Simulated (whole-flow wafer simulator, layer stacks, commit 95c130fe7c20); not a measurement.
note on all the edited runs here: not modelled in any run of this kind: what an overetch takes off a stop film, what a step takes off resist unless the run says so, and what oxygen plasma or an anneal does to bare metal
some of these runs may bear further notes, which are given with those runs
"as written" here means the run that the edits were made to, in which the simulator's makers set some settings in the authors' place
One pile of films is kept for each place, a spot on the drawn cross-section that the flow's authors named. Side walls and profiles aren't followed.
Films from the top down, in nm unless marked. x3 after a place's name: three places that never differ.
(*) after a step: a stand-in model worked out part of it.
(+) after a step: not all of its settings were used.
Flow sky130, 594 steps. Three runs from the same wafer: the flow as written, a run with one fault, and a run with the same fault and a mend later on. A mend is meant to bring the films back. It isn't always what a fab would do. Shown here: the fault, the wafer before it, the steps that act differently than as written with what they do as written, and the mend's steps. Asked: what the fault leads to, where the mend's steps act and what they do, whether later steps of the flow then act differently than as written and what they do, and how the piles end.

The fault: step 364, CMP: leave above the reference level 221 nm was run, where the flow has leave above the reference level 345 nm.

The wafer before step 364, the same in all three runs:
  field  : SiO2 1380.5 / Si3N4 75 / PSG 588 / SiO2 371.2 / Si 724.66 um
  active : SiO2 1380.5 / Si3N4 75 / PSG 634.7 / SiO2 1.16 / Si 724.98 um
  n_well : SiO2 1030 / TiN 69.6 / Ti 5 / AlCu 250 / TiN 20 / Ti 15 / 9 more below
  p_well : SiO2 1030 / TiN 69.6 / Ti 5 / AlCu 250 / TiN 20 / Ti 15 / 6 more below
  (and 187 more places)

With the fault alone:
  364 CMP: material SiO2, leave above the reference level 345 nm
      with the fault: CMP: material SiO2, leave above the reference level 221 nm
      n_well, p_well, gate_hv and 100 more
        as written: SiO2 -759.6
        with the fault: SiO2 -883.6
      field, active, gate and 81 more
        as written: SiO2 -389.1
        with the fault: SiO2 -513.1
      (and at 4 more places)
  Later steps of the flow that act differently than as written (10 more steps differ only slightly, by at most 2% or 0.5 nm, whichever is larger, and aren't shown):
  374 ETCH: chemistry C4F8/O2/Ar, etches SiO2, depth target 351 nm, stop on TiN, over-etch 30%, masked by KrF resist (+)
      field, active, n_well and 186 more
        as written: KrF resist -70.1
        with the fault: KrF resist -37.9
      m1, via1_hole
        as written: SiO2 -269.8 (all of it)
        with the fault: SiO2 -145.8 (all of it)
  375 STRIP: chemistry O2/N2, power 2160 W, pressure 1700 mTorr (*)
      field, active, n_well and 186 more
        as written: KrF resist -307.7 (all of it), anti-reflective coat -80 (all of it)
        with the fault: KrF resist -339.9 (all of it), anti-reflective coat -80 (all of it)
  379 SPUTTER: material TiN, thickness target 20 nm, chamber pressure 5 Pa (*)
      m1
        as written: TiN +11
        with the fault: TiN +13.6
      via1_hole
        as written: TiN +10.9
        with the fault: TiN +13.6
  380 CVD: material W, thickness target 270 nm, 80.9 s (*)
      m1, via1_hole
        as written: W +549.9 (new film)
        with the fault: W +423.2 (new film)
  At the end the piles differ from the flow's by more than 2% or 0.5 nm, whichever is larger, at field, active, n_well and 190 more.
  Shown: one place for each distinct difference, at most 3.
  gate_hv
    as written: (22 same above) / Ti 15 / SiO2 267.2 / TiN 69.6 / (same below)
    with the fault: (22 same above) / Ti 15 / SiO2 143.2 / TiN 69.6 / (same below)
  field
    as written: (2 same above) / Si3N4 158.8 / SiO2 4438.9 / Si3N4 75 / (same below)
    with the fault: (2 same above) / Si3N4 158.8 / SiO2 4314.9 / Si3N4 75 / (same below)
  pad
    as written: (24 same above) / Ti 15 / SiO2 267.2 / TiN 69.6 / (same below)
    with the fault: (24 same above) / Ti 15 / SiO2 143.2 / TiN 69.6 / (same below)

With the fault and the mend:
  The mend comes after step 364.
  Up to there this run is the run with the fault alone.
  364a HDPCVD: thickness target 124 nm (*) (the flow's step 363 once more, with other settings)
      field, active, n_well and 188 more
        SiO2 +124
  No later step of the flow acts differently than as written, at any place that is followed, by more than 2% or 0.5 nm, whichever is larger.
  At the end the piles are the same as the flow's at every place that both follow.
